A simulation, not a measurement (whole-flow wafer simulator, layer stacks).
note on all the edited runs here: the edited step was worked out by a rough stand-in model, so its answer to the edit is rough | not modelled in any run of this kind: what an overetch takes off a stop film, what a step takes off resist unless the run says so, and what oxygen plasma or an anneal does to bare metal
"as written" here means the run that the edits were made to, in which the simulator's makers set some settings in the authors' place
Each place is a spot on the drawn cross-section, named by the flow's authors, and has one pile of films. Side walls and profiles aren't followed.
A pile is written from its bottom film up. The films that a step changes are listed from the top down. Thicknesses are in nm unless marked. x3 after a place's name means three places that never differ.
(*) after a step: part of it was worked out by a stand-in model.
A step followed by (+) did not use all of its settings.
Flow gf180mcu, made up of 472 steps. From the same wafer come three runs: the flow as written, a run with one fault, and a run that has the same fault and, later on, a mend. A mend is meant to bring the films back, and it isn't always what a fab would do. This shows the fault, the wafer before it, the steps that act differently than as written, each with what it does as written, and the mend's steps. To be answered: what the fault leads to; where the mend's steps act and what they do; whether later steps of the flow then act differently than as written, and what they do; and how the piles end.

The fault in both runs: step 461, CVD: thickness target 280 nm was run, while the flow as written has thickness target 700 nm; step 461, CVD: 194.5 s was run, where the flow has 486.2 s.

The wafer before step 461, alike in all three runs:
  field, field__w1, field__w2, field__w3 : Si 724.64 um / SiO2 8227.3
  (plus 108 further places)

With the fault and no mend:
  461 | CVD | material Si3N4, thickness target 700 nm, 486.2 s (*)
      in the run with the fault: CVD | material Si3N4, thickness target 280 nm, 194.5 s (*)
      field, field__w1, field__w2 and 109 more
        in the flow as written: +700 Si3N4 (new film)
        in the run with the fault: +280.1 Si3N4 (new film)
  Steps later in the flow that act otherwise than as written (4 more steps, not shown, differ only slightly: by at most 2% or 0.5 nm, whichever is larger):
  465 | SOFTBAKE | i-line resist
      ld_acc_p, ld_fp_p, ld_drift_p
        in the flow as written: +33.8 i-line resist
        in the run with the fault: +31.5 i-line resist
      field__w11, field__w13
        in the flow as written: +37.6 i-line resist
        in the run with the fault: +35.4 i-line resist
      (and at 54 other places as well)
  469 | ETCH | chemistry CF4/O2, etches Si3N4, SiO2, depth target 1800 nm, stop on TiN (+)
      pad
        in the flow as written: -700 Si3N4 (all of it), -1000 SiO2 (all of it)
        in the run with the fault: -280.1 Si3N4 (all of it), -1000 SiO2 (all of it)
  At field, field__w1, field__w2 and 108 more, the piles at the end differ from the flow's by more than 2% or 0.5 nm, whichever is larger.
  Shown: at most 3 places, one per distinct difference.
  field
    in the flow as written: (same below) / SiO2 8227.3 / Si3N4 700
    in the run with the fault: (same below) / SiO2 8227.3 / Si3N4 280.1
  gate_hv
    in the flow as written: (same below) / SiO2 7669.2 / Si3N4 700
    in the run with the fault: (same below) / SiO2 7669.2 / Si3N4 280.1
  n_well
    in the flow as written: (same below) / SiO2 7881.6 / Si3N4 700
    in the run with the fault: (same below) / SiO2 7881.6 / Si3N4 280.1

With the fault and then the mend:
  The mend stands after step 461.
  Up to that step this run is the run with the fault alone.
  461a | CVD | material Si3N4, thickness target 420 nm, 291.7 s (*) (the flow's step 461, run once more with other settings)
      field, field__w1, field__w2 and 109 more
        +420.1 Si3N4
  Later steps of the flow that are run all act as written at every place that is followed, up to a difference of at most 2% or 0.5 nm, whichever is larger.
  The piles end only slightly different from the flow's at the places that both follow, by no more than 2% or 0.5 nm, whichever is larger.
